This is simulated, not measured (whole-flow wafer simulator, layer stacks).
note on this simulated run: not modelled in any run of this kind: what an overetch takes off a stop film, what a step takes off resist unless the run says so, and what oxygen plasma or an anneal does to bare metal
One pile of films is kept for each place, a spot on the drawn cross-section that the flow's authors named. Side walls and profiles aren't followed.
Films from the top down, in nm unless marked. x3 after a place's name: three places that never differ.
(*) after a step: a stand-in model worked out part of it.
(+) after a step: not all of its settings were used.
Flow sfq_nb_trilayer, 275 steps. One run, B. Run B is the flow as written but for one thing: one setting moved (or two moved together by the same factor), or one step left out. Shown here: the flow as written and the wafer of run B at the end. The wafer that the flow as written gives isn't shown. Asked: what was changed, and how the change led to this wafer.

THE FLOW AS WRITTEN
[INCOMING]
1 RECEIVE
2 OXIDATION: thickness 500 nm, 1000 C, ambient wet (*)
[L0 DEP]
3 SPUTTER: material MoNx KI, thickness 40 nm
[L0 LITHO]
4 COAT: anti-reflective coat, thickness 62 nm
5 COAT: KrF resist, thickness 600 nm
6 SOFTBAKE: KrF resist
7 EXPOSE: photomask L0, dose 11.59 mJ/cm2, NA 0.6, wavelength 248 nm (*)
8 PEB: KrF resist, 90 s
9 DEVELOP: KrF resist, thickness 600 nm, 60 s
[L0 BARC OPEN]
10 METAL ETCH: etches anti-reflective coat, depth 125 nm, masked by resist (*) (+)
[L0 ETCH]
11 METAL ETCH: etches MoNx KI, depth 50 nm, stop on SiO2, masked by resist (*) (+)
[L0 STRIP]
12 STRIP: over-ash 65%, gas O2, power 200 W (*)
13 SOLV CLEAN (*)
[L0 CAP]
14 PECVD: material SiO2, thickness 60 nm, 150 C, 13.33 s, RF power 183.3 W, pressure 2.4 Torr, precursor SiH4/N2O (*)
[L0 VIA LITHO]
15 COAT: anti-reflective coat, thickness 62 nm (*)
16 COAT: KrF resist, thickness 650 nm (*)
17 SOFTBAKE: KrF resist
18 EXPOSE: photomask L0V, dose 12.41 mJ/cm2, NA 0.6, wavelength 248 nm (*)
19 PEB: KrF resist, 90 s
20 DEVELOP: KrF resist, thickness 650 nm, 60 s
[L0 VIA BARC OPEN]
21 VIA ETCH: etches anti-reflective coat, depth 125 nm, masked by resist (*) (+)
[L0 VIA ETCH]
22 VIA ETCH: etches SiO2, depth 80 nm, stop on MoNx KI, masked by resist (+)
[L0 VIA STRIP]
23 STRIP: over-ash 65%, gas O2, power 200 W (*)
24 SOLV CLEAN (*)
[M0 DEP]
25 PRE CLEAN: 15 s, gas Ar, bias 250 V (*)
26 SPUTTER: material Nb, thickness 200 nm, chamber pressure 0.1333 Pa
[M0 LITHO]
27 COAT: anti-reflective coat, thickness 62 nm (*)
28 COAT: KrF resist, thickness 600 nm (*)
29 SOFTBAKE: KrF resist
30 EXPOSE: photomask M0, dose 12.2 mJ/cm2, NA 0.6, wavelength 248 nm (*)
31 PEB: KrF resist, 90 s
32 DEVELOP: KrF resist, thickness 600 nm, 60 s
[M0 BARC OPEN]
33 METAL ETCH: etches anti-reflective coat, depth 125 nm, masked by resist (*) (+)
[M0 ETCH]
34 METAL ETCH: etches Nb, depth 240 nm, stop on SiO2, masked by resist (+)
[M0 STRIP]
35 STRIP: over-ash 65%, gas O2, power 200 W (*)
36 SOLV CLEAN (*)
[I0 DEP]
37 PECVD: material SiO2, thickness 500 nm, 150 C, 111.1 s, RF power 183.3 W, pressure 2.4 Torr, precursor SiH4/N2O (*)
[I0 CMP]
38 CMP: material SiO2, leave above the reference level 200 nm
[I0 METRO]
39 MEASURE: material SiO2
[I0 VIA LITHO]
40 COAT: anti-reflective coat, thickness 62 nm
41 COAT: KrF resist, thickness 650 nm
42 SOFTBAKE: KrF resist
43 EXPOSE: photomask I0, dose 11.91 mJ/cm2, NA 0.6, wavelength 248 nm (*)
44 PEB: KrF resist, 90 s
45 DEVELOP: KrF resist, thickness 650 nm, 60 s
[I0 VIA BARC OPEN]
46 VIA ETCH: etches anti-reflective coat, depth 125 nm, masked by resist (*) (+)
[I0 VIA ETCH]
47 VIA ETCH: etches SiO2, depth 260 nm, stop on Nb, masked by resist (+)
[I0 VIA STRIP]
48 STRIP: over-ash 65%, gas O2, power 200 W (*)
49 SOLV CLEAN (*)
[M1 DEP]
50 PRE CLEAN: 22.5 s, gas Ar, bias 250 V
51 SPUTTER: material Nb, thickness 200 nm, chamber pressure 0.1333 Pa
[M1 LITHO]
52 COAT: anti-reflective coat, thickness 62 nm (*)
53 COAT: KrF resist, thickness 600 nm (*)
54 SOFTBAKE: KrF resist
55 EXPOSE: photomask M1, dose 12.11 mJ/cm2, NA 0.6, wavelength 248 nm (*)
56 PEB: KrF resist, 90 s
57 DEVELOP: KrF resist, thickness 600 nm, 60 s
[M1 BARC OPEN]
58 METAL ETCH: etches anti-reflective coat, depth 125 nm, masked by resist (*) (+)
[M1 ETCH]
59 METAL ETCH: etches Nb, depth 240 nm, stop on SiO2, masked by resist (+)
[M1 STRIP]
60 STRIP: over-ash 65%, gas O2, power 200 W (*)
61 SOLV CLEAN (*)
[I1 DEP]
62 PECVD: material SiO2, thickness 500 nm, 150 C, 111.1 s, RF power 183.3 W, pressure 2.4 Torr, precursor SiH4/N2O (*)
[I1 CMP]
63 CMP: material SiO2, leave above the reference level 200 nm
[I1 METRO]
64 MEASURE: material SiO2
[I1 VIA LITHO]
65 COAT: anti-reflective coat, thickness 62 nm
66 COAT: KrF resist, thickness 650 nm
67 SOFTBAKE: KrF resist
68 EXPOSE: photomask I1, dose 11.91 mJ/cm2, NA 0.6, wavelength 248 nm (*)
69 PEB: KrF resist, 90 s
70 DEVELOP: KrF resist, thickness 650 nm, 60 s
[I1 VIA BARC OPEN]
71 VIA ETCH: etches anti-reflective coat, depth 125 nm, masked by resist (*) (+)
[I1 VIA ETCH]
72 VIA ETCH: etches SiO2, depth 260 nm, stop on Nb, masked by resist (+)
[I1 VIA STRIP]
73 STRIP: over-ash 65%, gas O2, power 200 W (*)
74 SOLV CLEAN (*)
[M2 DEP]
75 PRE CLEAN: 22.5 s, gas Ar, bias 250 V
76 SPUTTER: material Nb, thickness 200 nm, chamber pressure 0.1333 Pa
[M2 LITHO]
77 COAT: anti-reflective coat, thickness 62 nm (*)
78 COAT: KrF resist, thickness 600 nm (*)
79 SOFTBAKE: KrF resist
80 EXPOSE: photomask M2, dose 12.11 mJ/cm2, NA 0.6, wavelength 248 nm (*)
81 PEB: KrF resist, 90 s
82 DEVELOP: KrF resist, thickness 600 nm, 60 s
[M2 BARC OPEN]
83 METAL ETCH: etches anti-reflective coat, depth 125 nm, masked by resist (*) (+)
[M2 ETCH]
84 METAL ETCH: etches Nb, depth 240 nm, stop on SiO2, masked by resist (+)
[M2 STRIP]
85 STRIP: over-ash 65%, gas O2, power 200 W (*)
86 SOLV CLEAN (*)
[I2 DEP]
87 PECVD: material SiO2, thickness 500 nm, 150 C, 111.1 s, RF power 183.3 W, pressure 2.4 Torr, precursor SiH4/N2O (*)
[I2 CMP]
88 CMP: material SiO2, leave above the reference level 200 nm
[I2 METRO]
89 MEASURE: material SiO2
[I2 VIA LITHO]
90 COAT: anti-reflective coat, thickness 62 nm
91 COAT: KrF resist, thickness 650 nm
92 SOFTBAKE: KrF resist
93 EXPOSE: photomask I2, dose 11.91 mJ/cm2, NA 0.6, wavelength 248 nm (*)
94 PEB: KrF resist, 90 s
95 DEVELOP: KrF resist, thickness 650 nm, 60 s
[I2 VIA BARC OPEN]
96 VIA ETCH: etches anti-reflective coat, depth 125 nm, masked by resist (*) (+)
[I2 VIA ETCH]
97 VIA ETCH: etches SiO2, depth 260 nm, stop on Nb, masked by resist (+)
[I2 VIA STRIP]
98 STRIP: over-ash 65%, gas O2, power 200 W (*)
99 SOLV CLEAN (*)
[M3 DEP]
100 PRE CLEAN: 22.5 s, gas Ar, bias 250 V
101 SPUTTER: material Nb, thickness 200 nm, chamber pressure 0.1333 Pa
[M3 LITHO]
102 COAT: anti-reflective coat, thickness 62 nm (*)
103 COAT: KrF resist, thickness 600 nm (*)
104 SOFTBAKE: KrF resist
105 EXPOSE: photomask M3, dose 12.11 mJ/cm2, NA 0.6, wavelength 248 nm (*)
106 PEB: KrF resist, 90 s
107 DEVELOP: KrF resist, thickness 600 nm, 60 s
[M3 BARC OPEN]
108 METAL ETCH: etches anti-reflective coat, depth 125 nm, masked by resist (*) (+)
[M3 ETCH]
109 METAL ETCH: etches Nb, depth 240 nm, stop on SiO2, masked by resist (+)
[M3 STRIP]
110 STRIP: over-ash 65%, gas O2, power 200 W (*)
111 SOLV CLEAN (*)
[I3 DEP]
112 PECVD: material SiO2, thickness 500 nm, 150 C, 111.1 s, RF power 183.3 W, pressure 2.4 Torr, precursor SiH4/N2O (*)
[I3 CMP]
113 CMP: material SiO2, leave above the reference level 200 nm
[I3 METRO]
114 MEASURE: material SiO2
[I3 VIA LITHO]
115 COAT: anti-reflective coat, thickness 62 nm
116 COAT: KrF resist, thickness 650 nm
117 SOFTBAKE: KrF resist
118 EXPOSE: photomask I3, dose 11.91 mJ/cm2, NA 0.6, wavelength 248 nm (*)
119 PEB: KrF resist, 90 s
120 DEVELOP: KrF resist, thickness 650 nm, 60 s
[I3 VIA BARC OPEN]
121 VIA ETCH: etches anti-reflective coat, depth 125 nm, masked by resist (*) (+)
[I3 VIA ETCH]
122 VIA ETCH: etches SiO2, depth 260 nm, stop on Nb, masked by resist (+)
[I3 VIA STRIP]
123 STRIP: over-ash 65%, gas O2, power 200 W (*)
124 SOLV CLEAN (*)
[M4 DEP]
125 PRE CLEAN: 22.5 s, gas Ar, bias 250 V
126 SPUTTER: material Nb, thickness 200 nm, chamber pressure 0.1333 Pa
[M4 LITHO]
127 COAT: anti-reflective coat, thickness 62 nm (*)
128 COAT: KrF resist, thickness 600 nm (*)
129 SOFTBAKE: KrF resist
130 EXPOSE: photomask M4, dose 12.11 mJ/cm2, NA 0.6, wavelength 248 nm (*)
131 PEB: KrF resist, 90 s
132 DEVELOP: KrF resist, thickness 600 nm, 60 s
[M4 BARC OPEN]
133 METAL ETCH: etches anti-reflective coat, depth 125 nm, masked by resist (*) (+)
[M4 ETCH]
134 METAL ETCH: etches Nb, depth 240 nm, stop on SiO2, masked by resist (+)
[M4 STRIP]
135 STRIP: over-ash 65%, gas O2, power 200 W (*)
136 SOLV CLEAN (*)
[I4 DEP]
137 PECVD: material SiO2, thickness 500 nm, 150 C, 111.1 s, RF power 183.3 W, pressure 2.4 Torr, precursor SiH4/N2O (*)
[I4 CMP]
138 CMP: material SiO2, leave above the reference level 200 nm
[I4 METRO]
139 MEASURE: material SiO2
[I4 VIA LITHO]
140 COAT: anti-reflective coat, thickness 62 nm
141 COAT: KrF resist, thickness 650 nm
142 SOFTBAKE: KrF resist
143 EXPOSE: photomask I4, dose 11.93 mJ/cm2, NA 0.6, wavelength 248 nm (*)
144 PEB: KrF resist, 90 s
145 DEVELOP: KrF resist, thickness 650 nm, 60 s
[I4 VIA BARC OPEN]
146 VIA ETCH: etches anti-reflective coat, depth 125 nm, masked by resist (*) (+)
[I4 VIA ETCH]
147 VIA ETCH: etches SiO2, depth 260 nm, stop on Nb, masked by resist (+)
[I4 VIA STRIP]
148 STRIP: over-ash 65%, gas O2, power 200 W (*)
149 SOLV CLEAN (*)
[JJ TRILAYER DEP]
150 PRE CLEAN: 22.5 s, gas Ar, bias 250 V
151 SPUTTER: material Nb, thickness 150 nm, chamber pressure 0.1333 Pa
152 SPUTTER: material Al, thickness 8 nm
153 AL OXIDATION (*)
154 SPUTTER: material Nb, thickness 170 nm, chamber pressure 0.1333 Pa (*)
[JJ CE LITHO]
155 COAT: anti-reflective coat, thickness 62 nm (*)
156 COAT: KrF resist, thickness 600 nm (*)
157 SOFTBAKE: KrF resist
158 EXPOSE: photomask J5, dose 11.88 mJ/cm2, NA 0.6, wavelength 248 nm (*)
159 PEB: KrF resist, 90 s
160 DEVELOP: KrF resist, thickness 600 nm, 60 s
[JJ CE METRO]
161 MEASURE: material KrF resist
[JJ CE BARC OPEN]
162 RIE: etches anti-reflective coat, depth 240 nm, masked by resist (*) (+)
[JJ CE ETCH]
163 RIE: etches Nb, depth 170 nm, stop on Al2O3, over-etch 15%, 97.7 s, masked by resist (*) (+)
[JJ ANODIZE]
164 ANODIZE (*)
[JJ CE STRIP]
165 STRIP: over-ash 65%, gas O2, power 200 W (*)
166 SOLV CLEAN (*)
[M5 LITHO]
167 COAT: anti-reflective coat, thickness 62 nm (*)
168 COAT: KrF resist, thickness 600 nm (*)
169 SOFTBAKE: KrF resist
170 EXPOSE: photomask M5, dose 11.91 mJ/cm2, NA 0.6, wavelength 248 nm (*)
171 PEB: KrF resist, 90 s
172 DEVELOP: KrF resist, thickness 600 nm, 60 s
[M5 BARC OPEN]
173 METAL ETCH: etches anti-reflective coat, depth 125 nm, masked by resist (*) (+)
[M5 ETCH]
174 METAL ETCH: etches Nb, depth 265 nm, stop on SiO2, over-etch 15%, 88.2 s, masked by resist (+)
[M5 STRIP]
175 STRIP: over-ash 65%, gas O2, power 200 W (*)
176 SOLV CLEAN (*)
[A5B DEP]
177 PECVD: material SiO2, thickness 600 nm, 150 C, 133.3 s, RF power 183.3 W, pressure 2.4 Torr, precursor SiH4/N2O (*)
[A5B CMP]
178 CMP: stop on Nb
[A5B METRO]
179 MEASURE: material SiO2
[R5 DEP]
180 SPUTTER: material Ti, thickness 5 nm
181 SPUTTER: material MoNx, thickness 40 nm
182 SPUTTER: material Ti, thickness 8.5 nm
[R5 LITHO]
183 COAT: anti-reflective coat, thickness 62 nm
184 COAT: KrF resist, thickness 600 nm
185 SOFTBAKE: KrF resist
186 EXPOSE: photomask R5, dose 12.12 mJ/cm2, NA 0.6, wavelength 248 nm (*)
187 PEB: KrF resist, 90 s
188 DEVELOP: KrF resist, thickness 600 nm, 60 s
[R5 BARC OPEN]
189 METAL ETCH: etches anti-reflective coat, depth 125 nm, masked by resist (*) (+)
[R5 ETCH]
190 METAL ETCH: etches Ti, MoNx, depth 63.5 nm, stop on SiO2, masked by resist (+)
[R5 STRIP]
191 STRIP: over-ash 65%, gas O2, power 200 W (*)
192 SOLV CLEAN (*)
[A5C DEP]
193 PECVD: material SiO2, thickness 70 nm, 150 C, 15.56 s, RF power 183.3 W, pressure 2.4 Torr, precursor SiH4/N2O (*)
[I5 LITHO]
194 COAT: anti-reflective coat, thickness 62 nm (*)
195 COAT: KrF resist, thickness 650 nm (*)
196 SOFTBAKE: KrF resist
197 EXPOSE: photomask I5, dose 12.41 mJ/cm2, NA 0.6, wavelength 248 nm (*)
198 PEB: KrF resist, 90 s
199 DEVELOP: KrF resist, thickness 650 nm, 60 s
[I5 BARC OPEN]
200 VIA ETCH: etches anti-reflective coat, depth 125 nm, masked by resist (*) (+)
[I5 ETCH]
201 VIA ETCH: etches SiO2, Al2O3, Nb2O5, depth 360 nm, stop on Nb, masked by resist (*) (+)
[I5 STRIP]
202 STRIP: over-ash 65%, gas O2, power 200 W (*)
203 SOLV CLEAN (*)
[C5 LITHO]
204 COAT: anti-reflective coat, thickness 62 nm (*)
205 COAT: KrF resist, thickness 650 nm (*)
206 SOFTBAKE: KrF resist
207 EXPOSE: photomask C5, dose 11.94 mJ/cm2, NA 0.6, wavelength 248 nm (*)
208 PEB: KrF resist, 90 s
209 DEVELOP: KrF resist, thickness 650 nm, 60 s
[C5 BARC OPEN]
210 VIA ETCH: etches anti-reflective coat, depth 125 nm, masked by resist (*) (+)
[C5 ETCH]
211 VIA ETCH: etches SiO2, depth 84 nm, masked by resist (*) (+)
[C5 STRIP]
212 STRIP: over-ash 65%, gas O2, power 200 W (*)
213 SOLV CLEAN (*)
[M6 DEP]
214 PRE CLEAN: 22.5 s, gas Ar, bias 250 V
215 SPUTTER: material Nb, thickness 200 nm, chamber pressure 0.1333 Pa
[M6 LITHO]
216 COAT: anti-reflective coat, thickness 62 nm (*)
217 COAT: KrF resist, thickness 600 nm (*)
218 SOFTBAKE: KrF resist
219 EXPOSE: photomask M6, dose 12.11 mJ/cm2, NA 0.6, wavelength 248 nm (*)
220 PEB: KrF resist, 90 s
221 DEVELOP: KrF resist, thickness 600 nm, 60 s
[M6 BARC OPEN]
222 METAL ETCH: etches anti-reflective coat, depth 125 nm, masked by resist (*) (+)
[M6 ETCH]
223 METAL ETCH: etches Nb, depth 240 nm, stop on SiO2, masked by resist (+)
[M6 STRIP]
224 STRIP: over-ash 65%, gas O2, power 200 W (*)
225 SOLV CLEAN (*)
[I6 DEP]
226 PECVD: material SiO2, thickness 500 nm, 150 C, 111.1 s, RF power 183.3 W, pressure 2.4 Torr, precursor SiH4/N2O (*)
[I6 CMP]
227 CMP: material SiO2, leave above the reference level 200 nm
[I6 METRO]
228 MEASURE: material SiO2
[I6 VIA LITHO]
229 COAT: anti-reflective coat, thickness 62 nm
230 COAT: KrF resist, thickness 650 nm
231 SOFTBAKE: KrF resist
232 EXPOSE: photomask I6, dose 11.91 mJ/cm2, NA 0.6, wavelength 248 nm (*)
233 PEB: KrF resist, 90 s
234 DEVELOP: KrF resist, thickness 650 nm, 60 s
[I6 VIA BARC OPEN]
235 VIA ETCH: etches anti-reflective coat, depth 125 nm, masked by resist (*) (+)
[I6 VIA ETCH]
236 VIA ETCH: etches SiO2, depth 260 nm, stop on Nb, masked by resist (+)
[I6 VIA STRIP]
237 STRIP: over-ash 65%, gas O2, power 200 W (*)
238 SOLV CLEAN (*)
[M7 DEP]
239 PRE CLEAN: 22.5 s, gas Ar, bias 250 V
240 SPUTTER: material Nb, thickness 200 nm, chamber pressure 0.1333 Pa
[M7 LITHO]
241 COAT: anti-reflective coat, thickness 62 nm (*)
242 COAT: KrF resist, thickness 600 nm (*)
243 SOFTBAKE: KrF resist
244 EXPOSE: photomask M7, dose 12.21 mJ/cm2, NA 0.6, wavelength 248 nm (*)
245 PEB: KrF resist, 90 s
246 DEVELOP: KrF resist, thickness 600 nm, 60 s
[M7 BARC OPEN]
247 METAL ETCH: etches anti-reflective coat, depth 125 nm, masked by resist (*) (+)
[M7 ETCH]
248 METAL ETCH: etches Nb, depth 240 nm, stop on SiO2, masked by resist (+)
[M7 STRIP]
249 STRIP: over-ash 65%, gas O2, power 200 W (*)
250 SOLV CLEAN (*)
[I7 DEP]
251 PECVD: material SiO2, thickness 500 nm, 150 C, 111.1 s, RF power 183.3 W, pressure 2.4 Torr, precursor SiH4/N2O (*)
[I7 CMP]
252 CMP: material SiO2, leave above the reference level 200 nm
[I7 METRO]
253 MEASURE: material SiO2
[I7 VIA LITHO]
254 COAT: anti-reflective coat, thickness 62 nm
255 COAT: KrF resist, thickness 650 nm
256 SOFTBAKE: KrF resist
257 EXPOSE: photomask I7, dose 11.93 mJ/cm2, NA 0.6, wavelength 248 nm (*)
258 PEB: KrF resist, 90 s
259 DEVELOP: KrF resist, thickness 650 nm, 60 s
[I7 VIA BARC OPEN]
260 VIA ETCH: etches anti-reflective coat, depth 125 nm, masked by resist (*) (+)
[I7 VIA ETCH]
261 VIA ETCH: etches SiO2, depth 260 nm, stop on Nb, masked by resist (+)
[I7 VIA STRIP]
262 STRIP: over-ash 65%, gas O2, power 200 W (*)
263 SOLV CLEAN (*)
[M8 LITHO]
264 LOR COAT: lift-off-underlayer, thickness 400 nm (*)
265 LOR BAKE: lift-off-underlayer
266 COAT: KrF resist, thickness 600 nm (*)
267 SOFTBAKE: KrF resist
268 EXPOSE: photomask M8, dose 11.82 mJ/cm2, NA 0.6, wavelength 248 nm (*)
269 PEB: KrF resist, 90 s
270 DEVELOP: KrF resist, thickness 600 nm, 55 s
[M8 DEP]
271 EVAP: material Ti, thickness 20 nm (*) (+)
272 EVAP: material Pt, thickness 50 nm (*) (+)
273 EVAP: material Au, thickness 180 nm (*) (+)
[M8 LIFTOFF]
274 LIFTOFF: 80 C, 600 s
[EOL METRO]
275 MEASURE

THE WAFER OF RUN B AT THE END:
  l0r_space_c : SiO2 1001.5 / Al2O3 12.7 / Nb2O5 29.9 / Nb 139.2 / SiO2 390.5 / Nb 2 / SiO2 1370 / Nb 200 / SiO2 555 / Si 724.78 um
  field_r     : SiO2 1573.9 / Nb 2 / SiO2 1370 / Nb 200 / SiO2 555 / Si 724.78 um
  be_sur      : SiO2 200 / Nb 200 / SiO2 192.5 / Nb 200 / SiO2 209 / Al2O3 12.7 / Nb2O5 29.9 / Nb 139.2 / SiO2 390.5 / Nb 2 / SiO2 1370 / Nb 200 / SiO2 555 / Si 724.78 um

The cause: step 134, METAL ETCH: depth 198 nm was run, where the flow has depth 240 nm.

How the change led to this, step by step:
  134 METAL ETCH: etches Nb, depth 240 nm, stop on SiO2, masked by resist (+)
      field_l, be, be_sur and 64 more: Nb -198 (as written it would be: Nb -200 (all of it))
      v_sur, via_wl, via_w and 36 more: KrF resist -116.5 (as written it would be: KrF resist -141.2)
  135 STRIP: over-ash 65%, gas O2, power 200 W (*)
      p4_fl, p4_fm, p4_w1 and 26 more: KrF resist -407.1 (all of it), anti-reflective coat -62 (all of it) (as written it would be: KrF resist -382.4 (all of it), anti-reflective coat -62 (all of it))
      ln_m5, lsp_m: KrF resist -406.6 (all of it), anti-reflective coat -61.8 (all of it) (as written it would be: KrF resist -381.9 (all of it), anti-reflective coat -61.8 (all of it))
      (and at 8 more places)
  137 PECVD: material SiO2, thickness 500 nm, 150 C, 111.1 s, RF power 183.3 W, pressure 2.4 Torr, precursor SiH4/N2O (*)
      field_l, be, be_sur and 55 more: SiO2 +500 (new film) (as written it would be: SiO2 +500)
      p3_s0, p3_s1, p3_s2, p3_s3, p3_s4, p3_s5: SiO2 +555.1 (new film) (as written it would be: SiO2 +557.1)
      (and at 3 more places)
  138 CMP: material SiO2, leave above the reference level 200 nm
      lsp_r, l0_sur, l0v: SiO2 -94 (as written it would be: SiO2 -91.9)
Counting metal films that touch as one body, l0r_space_c has 3 bodies (between them, from the top down: SiO2 390.5; SiO2 1370); the flow as written gives 2 bodies (between them, from the top down: SiO2 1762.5).
Counting metal films that touch as one body, field_r has 2 bodies (between them, from the top down: SiO2 1370); the flow as written gives 1 body.
Counting metal films that touch as one body, be_sur has 5 bodies (between them, from the top down: SiO2 192.5; SiO2 209 / Al2O3 12.7 / Nb2O5 29.9; SiO2 390.5; SiO2 1370); the flow as written gives 4 bodies (between them, from the top down: SiO2 192.5; SiO2 209 / Al2O3 12.7 / Nb2O5 29.9; SiO2 1762.5).
